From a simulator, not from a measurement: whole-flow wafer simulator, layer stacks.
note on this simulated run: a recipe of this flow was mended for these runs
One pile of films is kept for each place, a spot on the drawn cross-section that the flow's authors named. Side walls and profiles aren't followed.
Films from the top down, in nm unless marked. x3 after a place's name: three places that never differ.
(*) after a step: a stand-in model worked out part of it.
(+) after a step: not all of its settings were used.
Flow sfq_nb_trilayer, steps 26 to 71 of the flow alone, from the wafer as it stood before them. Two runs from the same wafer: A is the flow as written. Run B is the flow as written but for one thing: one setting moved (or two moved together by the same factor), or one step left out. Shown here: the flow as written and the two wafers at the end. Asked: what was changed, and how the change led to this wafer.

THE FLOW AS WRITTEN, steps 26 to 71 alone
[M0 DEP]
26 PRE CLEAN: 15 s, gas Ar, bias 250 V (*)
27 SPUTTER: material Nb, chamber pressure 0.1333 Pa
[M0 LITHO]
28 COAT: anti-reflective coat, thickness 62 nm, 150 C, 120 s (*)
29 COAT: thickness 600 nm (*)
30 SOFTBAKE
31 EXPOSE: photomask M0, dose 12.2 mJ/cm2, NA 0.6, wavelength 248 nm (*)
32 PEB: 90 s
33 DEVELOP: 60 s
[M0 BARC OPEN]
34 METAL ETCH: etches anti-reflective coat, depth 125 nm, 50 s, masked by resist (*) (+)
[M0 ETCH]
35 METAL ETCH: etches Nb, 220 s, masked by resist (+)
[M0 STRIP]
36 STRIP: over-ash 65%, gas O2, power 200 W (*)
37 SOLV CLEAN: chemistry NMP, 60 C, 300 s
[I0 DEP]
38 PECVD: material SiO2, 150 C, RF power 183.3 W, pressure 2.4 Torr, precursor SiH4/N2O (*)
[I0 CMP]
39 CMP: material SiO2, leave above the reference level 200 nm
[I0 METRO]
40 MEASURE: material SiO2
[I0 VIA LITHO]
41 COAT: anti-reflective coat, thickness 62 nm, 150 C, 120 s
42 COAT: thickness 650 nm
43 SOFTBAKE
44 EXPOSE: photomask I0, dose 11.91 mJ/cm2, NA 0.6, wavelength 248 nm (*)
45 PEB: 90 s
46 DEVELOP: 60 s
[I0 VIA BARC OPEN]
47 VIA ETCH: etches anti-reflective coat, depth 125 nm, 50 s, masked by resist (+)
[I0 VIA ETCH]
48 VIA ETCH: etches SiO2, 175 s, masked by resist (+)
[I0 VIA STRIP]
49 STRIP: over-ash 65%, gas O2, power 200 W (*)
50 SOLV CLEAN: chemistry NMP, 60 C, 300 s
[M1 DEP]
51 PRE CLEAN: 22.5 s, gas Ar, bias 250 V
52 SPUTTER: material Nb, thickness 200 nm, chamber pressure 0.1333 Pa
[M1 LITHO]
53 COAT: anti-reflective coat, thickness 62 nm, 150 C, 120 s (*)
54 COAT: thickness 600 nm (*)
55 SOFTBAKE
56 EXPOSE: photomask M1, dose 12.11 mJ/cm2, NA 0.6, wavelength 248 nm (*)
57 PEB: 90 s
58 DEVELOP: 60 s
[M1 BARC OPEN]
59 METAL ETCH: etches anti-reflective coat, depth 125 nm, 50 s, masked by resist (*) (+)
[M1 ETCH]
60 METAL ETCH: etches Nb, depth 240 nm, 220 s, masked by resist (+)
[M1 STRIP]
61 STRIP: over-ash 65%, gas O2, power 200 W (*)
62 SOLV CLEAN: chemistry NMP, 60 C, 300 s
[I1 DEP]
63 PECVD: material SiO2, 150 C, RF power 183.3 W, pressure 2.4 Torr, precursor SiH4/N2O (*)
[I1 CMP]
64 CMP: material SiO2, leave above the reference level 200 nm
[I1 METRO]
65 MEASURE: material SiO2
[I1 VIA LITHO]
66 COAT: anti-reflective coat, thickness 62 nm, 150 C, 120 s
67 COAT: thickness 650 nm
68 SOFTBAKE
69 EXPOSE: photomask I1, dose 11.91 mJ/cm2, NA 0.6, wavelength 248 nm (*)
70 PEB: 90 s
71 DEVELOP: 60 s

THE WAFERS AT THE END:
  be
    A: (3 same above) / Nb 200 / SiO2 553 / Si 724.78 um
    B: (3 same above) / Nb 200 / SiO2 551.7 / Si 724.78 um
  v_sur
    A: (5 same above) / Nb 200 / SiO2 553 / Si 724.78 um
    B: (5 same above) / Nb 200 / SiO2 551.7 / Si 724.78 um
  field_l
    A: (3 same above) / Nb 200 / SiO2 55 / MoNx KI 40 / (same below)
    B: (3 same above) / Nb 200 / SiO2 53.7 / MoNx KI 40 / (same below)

The cause: step 26, PRE CLEAN: 18.9 s was run, where the flow has 15 s.

How the change led to this, step by step:
  26 PRE CLEAN: 15 s, gas Ar, bias 250 V (*)
      field_l, v_sur, via_wl and 102 more: A SiO2 -5 | B SiO2 -6.3
      l0v: A MoNx KI -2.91 | B MoNx KI -3.73
